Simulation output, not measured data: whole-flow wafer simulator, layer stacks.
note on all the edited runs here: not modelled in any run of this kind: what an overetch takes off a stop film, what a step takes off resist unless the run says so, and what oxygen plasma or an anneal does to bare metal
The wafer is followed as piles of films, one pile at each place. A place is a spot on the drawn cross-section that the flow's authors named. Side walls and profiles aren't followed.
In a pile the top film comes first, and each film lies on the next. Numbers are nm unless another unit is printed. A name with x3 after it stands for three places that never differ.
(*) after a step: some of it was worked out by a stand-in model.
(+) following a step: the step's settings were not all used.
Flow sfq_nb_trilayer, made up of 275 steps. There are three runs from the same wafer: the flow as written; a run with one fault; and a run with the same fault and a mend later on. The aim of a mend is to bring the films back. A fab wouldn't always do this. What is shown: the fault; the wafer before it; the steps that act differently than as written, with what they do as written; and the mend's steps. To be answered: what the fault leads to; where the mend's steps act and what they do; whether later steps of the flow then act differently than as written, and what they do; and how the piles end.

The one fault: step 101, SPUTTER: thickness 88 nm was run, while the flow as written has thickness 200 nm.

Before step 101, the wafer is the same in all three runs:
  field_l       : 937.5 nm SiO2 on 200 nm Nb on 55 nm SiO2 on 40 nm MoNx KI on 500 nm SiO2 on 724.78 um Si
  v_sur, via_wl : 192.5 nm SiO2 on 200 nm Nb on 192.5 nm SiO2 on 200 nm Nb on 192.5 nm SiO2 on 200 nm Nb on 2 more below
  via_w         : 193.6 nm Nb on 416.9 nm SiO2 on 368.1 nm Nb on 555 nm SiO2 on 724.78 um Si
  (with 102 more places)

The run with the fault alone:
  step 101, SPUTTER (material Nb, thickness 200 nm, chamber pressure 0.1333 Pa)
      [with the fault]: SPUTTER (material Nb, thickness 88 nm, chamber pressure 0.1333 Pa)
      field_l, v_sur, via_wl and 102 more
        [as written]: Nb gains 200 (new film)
        [with the fault]: Nb gains 88 (new film)
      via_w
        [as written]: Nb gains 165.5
        [with the fault]: Nb gains 72.5
  Steps further on in the flow that do not act as written (4 other steps are not shown; they differ only slightly, by no more than 2% or 0.5 nm, whichever is larger):
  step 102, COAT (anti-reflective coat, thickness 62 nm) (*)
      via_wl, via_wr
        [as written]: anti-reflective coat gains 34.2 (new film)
        [with the fault]: anti-reflective coat gains 32.7 (new film)
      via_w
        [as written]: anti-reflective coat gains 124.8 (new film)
        [with the fault]: anti-reflective coat gains 119.3 (new film)
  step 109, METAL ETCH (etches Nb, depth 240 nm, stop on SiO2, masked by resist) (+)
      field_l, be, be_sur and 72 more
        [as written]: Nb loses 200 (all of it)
        [with the fault]: Nb loses 88 (all of it)
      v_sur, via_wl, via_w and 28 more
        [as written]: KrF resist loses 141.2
        [with the fault]: KrF resist loses 77.6
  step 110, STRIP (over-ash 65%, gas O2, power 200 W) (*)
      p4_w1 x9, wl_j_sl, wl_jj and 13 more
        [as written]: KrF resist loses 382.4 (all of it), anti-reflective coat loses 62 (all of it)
        [with the fault]: KrF resist loses 445.9 (all of it), anti-reflective coat loses 62 (all of it)
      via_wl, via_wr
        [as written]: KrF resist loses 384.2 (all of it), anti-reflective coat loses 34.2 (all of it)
        [with the fault]: KrF resist loses 451.7 (all of it), anti-reflective coat loses 32.7 (all of it)
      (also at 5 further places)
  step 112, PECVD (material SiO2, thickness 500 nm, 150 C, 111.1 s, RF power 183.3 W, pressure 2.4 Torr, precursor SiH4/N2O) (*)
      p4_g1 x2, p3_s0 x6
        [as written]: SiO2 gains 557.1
        [with the fault]: SiO2 gains 500
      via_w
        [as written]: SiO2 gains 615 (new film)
        [with the fault]: SiO2 gains 583.7 (new film)
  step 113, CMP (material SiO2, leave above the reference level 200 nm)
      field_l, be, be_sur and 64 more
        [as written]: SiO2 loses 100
        [with the fault]: SiO2 loses 212
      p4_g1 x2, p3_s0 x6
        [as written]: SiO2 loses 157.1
        [with the fault]: SiO2 loses 212
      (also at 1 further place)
  By the end, the piles at field_l, v_sur, via_wl and 103 more depart from the flow's by more than 2% or 0.5 nm, whichever is larger.
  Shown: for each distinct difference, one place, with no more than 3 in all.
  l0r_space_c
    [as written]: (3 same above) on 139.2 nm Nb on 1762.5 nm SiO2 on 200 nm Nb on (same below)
    [with the fault]: (3 same above) on 139.2 nm Nb on 1650.5 nm SiO2 on 200 nm Nb on (same below)
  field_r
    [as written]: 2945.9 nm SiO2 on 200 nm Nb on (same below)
    [with the fault]: 2833.9 nm SiO2 on 200 nm Nb on (same below)
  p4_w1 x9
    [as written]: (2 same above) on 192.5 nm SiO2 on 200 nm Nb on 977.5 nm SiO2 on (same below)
    [with the fault]: (2 same above) on 192.5 nm SiO2 on 88 nm Nb on 977.5 nm SiO2 on (same below)

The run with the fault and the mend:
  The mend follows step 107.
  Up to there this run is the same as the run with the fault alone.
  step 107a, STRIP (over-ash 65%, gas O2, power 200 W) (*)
      p4_fl x3, p4_g1 x2, p3_s0 x6 and 42 more
        anti-reflective coat loses 62 (all of it)
      p4_w1 x9, wl_j_sl, wl_jj and 13 more
        KrF resist loses 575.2 (all of it), anti-reflective coat loses 62 (all of it)
      r_sur, res, r_end and 9 more
        anti-reflective coat loses 61.8 (all of it)
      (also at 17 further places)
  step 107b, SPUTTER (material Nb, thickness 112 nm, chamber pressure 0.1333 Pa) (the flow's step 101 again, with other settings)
      field_l, v_sur, via_wl and 102 more
        Nb gains 112
      via_w
        Nb gains 92.2
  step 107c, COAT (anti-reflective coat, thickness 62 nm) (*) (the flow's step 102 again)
      p4_fl x3, p4_w1 x9, p4_g1 x2 and 63 more
        anti-reflective coat gains 62 (new film)
      r_sur, res, r_end and 9 more
        anti-reflective coat gains 61.8 (new film)
      jj_sur, ce_l, c5j, ce_r, sp_r, be_r
        anti-reflective coat gains 61.7 (new film)
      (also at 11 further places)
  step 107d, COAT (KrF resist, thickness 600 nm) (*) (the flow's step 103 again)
      p4_fl x3, p4_w1 x9, p4_g1 x2 and 63 more
        KrF resist gains 600 (new film)
      res, r_end, moat, field_r, lsp_l, l0_sur
        KrF resist gains 599.4 (new film)
      ln_m5, lsp_m, ln_m6, lsp_r
        KrF resist gains 599.5 (new film)
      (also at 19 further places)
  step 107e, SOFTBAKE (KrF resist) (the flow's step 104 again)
      does not change any film at any place that is followed
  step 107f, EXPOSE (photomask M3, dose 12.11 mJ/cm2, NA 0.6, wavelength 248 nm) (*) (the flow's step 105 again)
      does not change any film at any place that is followed
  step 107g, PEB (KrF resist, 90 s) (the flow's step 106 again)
      wire, be, be_sur and 96 more
        KrF resist loses 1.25
      field_l, via_v
        KrF resist loses 1.24
      via_wl, via_wr
        KrF resist loses 1.26
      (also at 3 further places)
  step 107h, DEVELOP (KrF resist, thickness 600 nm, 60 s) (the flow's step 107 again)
      p4_fl x3, p4_g1 x2, p3_s0 x6 and 42 more
        KrF resist loses 598.7 (all of it)
      v_sur, via_wl, via_w and 28 more
        KrF resist loses 23.5
      moat, field_r, lsp_l, ln_m5, lsp_m, ln_m6, lsp_r, l0_sur
        KrF resist loses 598.2 (all of it)
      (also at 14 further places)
  Later steps of the flow that are run all act as written at every place that is followed, up to a difference of at most 2% or 0.5 nm, whichever is larger.
  The piles end only slightly different from the flow's at the places that both follow, by no more than 2% or 0.5 nm, whichever is larger.
